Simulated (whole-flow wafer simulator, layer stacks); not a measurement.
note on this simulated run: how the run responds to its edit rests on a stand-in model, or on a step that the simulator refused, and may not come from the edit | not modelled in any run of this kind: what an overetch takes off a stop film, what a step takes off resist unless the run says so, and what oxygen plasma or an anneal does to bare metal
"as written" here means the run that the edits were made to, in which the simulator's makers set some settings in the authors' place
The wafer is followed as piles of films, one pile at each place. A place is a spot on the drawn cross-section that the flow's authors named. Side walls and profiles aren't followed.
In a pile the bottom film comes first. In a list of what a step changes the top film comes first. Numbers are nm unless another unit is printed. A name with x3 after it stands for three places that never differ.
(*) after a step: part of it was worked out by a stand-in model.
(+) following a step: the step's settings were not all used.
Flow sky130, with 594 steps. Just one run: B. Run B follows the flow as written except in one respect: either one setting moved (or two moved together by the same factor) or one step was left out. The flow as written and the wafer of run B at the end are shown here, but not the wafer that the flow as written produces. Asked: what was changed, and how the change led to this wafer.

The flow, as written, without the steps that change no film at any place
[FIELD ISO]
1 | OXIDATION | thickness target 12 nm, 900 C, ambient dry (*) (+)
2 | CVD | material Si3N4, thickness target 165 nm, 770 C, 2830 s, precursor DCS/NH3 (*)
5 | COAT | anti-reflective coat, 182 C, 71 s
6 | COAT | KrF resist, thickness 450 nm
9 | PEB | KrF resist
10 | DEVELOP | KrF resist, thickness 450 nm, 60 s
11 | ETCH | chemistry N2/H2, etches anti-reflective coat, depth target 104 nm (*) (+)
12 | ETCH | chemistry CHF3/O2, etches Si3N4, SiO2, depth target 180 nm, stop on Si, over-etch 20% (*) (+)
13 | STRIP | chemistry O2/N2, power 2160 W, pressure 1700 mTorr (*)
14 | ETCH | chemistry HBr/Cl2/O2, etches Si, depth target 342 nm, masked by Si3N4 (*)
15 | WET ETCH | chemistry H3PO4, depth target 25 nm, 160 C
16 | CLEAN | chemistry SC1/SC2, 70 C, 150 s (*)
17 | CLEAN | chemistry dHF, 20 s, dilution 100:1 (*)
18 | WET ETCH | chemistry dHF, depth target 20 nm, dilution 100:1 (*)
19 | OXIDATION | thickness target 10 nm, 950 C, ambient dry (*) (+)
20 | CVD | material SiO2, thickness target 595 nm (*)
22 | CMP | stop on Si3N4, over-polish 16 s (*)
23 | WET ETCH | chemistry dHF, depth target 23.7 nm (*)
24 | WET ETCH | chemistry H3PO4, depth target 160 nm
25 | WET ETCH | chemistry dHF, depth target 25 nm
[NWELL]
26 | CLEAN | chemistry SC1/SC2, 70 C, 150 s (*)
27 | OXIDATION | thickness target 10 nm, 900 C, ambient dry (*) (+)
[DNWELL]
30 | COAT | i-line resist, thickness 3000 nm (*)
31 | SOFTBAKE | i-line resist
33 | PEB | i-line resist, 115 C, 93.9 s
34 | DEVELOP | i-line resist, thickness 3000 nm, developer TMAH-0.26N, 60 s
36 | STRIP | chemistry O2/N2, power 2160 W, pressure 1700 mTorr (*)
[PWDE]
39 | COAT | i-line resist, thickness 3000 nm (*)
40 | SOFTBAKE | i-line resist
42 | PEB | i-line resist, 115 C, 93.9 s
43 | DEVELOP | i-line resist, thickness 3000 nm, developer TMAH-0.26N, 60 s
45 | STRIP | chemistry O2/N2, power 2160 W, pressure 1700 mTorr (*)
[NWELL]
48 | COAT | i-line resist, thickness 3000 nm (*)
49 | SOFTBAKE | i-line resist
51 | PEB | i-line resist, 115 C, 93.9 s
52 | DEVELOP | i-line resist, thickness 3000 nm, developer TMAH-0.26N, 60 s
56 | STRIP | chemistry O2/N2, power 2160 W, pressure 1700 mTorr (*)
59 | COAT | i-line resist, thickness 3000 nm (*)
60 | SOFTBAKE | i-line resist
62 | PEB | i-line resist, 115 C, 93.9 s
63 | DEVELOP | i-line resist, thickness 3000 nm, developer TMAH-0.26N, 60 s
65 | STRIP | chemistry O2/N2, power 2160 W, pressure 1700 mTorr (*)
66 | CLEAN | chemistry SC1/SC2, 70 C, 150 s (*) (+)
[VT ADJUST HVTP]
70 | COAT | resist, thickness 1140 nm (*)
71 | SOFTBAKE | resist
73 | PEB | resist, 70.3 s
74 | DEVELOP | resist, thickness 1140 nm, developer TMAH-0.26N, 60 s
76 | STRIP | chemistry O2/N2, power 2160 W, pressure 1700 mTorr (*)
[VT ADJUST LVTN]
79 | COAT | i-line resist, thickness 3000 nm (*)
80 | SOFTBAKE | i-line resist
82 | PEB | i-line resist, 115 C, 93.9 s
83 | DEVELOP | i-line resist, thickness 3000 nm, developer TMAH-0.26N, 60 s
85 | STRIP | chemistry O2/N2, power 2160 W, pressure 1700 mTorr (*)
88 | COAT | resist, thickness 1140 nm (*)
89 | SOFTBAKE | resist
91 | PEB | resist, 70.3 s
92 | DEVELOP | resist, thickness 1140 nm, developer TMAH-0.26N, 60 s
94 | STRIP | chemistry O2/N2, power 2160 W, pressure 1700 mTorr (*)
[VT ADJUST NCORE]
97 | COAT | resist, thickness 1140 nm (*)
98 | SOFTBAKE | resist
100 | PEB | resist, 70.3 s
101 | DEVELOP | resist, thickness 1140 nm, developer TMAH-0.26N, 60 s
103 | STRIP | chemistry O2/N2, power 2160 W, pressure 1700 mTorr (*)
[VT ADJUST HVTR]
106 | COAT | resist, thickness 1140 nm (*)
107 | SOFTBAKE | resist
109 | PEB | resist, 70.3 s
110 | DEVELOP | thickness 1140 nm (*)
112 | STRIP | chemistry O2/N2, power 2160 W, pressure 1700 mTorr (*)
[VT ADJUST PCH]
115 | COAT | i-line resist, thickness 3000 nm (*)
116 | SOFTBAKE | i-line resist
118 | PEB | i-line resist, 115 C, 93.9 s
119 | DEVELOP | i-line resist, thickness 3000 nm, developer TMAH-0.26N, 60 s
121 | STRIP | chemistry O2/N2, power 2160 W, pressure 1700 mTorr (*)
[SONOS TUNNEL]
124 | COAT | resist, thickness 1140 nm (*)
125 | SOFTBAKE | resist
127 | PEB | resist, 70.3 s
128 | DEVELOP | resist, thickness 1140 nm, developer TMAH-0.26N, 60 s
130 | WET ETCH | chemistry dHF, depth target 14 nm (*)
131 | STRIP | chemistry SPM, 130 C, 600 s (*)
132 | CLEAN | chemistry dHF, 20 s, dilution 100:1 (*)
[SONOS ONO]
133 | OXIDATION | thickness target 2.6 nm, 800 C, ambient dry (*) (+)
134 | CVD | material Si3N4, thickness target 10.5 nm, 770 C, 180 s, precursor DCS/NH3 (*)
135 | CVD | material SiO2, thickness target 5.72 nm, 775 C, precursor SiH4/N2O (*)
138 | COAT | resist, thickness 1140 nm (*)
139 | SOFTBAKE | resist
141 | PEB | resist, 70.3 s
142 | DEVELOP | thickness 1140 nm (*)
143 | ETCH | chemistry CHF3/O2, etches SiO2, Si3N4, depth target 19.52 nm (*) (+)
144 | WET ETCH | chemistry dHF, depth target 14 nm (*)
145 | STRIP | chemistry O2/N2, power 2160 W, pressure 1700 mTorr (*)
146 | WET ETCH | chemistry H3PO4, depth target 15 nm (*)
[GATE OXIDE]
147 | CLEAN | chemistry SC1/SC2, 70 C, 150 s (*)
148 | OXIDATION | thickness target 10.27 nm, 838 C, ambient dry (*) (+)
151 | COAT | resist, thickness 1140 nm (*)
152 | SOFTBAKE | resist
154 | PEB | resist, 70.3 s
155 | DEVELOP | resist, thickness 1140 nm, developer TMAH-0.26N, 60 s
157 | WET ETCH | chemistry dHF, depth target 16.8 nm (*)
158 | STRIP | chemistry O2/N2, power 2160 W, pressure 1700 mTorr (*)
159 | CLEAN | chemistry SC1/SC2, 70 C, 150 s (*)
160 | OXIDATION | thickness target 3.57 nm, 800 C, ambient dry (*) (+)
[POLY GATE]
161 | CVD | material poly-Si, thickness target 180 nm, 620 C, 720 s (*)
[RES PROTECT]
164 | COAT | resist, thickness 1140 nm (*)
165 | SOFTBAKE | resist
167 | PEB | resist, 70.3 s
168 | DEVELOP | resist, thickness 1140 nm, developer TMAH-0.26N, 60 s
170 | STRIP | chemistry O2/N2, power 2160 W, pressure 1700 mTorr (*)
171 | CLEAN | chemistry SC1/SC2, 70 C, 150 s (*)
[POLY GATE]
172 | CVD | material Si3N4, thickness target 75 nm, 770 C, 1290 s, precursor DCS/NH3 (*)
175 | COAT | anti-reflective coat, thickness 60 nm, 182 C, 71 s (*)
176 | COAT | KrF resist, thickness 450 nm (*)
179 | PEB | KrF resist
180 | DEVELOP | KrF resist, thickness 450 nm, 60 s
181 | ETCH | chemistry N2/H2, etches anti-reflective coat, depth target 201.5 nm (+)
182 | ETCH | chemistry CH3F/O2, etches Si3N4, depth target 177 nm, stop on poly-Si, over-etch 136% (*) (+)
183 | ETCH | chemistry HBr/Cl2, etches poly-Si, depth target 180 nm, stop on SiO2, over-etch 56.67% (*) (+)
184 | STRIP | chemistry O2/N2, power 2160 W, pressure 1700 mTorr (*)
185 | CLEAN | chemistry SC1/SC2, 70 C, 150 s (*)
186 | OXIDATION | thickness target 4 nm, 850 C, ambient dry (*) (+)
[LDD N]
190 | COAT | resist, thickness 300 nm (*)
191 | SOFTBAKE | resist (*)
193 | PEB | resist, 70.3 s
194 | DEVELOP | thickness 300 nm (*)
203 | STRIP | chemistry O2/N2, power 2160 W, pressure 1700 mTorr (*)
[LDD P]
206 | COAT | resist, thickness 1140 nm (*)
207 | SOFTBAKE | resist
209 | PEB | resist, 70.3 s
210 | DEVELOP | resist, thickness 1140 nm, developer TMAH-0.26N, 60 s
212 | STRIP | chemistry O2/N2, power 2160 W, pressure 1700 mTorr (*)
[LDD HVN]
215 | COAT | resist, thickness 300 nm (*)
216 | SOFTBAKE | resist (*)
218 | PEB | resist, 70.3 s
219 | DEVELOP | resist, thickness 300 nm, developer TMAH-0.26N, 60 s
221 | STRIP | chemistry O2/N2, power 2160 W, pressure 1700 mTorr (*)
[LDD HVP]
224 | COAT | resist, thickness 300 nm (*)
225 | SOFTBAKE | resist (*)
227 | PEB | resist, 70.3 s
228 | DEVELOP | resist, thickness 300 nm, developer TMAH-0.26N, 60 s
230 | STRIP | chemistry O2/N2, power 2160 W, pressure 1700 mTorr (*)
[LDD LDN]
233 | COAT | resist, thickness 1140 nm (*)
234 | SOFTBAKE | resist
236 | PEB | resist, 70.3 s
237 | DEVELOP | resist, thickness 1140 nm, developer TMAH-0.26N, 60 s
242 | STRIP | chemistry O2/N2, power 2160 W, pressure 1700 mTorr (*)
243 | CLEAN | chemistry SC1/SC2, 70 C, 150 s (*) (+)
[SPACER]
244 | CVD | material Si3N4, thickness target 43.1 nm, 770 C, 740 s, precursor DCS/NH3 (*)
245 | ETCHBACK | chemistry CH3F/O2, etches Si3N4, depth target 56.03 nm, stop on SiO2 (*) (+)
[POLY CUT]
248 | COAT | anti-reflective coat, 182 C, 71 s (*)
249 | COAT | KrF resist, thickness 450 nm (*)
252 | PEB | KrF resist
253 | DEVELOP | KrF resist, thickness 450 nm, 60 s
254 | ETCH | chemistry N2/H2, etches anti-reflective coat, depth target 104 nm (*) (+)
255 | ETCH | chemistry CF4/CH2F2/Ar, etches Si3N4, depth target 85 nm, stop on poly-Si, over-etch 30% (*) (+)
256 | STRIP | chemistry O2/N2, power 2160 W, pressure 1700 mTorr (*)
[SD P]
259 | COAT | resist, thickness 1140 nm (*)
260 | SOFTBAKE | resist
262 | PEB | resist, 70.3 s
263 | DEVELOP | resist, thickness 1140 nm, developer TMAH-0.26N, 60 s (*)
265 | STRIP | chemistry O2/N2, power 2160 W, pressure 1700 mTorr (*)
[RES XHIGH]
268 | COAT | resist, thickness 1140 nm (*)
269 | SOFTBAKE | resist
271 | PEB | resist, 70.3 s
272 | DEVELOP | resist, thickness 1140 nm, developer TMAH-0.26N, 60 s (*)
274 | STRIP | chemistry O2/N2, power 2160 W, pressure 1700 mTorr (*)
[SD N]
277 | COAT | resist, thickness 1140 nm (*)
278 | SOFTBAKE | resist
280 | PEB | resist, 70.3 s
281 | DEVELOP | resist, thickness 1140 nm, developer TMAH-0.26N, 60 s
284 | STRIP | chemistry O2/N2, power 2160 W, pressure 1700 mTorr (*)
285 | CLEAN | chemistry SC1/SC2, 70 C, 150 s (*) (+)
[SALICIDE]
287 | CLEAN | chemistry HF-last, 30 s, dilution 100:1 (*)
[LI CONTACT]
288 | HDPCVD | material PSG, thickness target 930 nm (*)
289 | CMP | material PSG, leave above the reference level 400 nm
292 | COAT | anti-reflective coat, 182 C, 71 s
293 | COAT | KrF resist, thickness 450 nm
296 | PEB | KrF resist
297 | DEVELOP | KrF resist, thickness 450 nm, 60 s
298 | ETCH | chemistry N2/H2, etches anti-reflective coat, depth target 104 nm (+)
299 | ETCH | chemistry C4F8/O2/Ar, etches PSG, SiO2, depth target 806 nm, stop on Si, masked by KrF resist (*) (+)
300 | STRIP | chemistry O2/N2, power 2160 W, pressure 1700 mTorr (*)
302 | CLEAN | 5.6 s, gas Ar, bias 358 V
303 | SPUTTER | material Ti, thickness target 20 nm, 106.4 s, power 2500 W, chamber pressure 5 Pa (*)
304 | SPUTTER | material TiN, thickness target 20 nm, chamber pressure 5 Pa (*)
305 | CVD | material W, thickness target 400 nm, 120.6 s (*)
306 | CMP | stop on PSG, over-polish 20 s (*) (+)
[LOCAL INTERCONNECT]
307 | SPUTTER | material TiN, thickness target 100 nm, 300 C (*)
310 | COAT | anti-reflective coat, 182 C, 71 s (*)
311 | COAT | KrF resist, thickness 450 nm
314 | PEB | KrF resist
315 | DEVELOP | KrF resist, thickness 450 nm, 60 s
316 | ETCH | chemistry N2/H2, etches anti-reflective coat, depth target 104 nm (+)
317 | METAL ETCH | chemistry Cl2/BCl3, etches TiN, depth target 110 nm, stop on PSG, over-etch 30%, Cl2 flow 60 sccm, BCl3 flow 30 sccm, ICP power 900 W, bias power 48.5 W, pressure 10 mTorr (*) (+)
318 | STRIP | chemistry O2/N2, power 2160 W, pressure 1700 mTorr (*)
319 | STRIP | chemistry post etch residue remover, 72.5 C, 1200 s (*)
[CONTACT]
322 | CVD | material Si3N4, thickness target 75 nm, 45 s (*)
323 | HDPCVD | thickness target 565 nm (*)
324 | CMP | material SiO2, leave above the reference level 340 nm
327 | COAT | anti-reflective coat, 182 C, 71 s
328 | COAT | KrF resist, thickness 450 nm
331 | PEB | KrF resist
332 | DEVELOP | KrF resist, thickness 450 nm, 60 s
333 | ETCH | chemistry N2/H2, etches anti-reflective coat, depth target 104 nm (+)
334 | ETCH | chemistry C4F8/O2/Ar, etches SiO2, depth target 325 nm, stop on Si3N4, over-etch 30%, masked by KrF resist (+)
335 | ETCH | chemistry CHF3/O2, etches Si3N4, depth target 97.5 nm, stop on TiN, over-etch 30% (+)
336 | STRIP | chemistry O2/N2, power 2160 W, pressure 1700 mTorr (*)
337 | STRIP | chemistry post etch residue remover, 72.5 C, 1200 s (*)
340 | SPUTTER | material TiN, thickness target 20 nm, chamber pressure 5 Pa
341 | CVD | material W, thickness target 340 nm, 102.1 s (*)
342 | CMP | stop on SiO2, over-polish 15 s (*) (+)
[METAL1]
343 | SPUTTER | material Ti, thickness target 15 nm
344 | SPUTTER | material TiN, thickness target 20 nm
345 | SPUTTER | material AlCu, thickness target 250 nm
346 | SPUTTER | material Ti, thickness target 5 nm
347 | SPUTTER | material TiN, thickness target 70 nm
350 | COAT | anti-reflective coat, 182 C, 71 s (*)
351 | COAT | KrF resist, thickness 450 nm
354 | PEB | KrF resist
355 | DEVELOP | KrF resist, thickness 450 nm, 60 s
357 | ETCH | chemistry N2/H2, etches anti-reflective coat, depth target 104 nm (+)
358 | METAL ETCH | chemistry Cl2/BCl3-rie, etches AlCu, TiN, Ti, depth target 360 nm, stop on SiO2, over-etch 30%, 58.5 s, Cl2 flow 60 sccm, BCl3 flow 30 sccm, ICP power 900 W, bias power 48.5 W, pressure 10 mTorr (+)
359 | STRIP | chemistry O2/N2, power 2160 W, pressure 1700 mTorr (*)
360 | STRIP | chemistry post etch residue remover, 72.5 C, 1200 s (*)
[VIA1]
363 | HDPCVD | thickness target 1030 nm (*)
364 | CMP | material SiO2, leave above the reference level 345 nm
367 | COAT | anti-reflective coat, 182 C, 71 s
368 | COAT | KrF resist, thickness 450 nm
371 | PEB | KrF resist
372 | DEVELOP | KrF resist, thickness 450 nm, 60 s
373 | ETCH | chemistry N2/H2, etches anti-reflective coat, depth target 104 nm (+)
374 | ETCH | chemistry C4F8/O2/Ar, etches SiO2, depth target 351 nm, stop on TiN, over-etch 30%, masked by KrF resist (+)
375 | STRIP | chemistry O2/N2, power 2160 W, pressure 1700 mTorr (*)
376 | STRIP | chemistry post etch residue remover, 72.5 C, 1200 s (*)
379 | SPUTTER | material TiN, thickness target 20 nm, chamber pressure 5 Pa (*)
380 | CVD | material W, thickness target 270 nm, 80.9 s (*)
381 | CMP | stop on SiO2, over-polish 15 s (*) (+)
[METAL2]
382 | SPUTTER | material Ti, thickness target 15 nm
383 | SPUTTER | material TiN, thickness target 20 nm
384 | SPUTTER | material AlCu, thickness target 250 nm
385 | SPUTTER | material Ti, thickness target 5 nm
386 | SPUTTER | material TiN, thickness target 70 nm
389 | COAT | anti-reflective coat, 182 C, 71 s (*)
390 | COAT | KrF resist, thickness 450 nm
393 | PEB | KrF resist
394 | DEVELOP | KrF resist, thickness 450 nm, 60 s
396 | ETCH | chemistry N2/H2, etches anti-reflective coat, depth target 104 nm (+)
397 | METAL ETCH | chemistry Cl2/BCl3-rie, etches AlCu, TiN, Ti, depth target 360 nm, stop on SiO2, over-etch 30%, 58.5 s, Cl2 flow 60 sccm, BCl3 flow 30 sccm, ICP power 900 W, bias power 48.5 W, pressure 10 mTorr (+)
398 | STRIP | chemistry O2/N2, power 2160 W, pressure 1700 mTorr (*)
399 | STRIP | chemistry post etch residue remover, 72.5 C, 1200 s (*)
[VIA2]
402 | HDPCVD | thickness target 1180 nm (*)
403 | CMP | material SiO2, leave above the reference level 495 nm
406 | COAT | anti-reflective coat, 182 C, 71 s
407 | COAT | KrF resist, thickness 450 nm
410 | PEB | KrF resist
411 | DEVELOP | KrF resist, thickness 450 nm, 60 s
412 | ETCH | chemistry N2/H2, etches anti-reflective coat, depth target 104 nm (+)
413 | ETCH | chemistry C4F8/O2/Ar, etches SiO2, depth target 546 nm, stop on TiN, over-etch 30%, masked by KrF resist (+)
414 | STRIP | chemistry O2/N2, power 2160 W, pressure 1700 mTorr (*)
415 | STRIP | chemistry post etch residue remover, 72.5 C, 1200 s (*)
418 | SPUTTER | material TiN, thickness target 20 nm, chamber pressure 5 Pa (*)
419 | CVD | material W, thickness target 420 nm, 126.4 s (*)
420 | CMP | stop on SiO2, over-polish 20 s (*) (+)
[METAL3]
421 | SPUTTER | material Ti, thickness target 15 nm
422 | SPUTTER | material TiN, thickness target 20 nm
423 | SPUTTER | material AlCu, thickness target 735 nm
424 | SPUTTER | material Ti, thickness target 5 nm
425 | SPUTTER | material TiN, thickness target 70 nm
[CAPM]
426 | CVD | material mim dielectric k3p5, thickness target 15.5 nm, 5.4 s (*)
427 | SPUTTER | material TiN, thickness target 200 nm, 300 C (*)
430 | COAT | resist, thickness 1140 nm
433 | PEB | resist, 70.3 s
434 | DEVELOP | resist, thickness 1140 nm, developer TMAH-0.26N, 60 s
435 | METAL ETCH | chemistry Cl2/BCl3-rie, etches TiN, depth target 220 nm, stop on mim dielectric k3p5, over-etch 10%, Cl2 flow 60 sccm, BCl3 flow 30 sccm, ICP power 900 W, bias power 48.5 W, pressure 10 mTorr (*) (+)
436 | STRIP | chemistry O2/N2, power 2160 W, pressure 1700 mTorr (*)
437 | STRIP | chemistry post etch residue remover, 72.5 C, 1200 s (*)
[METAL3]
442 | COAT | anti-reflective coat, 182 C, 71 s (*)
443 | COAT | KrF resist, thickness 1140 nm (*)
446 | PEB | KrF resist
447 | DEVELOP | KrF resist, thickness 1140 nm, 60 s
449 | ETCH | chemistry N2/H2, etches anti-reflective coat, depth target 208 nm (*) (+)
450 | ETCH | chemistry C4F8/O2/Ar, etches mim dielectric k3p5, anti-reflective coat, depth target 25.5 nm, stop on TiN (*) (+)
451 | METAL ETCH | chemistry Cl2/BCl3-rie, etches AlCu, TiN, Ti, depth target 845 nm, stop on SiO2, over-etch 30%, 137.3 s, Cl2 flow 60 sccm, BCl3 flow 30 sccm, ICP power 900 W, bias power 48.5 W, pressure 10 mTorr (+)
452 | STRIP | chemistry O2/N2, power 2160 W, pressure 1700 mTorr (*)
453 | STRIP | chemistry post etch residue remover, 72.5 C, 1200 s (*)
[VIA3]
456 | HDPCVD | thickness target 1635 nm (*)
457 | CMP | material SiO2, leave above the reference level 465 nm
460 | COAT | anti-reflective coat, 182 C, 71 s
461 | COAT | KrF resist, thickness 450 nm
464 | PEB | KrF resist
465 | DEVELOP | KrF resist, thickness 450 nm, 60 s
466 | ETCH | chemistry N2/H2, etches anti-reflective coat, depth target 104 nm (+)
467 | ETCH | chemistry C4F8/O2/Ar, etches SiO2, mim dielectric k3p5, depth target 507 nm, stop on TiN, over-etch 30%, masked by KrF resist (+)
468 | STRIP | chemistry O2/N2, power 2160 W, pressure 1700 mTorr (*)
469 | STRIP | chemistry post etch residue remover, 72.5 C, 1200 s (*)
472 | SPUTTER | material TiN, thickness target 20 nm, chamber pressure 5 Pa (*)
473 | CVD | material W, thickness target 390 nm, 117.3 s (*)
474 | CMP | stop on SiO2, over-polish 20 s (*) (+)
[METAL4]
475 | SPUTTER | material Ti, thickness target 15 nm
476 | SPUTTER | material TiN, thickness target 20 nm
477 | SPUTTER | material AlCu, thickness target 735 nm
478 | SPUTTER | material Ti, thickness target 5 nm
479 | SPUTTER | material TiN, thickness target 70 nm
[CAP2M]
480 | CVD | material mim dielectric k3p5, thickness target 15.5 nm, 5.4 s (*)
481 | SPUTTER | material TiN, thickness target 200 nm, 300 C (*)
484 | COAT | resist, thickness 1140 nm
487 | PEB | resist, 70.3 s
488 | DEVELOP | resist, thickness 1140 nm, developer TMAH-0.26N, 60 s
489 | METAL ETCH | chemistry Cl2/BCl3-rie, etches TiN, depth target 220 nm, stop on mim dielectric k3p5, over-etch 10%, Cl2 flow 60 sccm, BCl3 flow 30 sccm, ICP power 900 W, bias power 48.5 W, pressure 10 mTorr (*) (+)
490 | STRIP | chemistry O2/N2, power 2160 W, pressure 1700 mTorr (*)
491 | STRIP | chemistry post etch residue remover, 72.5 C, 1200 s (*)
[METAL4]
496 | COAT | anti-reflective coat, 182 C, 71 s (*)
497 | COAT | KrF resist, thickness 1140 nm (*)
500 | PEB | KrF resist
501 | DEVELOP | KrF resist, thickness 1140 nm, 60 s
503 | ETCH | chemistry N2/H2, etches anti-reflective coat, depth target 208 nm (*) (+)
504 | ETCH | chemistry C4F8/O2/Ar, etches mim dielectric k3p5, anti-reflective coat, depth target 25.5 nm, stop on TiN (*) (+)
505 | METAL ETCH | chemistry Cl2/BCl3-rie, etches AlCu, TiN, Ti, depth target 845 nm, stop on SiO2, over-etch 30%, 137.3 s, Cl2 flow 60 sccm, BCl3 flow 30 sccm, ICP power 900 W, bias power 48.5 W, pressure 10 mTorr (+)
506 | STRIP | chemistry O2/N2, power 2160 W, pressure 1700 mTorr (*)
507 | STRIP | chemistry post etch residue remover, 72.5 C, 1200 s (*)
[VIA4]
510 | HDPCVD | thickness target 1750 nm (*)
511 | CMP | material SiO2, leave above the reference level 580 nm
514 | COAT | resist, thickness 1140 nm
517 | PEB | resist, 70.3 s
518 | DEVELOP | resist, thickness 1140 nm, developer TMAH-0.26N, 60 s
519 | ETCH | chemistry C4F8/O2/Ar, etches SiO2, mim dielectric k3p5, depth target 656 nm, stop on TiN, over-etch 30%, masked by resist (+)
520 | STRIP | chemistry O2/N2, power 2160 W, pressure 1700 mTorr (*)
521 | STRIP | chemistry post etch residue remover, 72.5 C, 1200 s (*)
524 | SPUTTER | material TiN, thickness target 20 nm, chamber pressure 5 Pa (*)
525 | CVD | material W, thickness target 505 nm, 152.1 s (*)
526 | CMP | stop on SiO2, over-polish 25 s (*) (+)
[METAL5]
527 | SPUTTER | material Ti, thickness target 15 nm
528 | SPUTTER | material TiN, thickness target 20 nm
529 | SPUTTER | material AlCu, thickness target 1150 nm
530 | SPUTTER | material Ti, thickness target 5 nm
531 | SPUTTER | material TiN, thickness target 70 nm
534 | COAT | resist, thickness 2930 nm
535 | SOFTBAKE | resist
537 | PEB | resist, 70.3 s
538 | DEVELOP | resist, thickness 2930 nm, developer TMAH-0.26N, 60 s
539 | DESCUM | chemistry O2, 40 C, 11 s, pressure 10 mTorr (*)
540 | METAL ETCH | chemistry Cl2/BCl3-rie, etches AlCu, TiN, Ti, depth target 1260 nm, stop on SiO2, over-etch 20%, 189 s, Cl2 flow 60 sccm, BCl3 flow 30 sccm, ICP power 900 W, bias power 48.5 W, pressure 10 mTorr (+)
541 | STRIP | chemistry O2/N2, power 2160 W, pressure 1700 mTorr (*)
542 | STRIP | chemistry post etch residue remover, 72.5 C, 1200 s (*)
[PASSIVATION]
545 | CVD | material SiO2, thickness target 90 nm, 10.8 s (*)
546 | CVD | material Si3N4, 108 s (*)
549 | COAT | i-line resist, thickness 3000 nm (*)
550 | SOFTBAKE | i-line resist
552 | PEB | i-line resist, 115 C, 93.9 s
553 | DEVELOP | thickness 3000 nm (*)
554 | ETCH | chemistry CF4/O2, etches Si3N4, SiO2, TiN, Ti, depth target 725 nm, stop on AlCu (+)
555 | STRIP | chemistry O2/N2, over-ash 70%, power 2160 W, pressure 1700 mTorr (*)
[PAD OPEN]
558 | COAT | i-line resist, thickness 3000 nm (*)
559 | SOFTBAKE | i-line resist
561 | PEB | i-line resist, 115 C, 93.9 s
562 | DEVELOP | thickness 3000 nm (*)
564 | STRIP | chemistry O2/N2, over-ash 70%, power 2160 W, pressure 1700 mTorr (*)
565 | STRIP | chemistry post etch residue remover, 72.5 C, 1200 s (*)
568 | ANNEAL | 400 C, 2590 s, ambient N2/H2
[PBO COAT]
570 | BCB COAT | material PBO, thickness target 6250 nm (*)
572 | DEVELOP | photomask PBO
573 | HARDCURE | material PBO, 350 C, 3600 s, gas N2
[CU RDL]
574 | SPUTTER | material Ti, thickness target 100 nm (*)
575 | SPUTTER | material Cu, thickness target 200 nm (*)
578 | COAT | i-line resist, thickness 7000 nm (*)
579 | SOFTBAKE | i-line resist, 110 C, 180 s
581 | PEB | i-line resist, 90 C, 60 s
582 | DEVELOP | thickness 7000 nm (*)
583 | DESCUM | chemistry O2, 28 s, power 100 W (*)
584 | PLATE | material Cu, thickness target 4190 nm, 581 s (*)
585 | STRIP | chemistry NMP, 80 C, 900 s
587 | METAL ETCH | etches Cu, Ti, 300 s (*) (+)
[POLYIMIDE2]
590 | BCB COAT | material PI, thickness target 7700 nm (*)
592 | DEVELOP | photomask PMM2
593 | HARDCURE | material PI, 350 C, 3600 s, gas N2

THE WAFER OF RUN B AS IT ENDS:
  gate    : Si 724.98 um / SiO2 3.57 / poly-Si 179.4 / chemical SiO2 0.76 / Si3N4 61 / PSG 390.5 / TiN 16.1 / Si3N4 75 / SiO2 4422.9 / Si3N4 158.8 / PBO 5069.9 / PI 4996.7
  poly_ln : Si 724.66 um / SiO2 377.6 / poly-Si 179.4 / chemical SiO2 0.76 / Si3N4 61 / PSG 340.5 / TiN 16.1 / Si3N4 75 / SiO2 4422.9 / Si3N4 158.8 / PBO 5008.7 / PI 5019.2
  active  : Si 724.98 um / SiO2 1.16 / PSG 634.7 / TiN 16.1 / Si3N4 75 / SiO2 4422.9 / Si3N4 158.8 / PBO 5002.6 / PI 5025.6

What caused this: step 316, ETCH: depth target 61.4 nm was run, while the flow as written has depth target 104 nm.

Step by step, how the change led to this:
  316 | ETCH | chemistry N2/H2, etches anti-reflective coat, depth target 104 nm (+)
      field, active, gate and 87 more: -61.4 anti-reflective coat (in the flow as written it would be: -80 anti-reflective coat (all of it), -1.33 TiN)
      rpo_hd: -61.4 anti-reflective coat (in the flow as written it would be: -80 anti-reflective coat (all of it), -1.34 TiN)
      (also at 100 further places)
  317 | METAL ETCH | chemistry Cl2/BCl3, etches TiN, depth target 110 nm, stop on PSG, over-etch 30%, Cl2 flow 60 sccm, BCl3 flow 30 sccm, ICP power 900 W, bias power 48.5 W, pressure 10 mTorr (*) (+)
      field, active, gate and 84 more: -18.6 anti-reflective coat (all of it), -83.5 TiN (in the flow as written it would be: -98.7 TiN (all of it))
      rpo_hd, rpm_encl, rpm_encl_psd, iso_guard_nsd_tip: -18.6 anti-reflective coat (all of it), -83.6 TiN (in the flow as written it would be: -98.7 TiN (all of it))
  318 | STRIP | chemistry O2/N2, power 2160 W, pressure 1700 mTorr (*)
      n_well, p_well, gate_hv and 93 more: -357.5 KrF resist (all of it), -80 anti-reflective coat (all of it) (in the flow as written it would be: -333.8 KrF resist (all of it), -80 anti-reflective coat (all of it))
      poly_licon, ndiff_licon, ndiff_licon_cpp, rpo_hd_licon: -357.5 KrF resist (all of it), -80.5 anti-reflective coat (all of it) (in the flow as written it would be: -333.9 KrF resist (all of it), -80.5 anti-reflective coat (all of it))
  324 | CMP | material SiO2, leave above the reference level 340 nm
      field, active, gate and 84 more: -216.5 SiO2 (in the flow as written it would be: -200.4 SiO2)
      rpo_hd, rpm_encl, rpm_encl_psd, iso_guard_nsd_tip: -216.4 SiO2 (in the flow as written it would be: -200.4 SiO2)
With metal films that touch counted as one body, gate has 1 body; the flow as written gives 0 bodies.
With metal films that touch counted as one body, poly_ln has 1 body; the flow as written gives 0 bodies.
With metal films that touch counted as one body, active has 1 body; the flow as written gives 0 bodies.
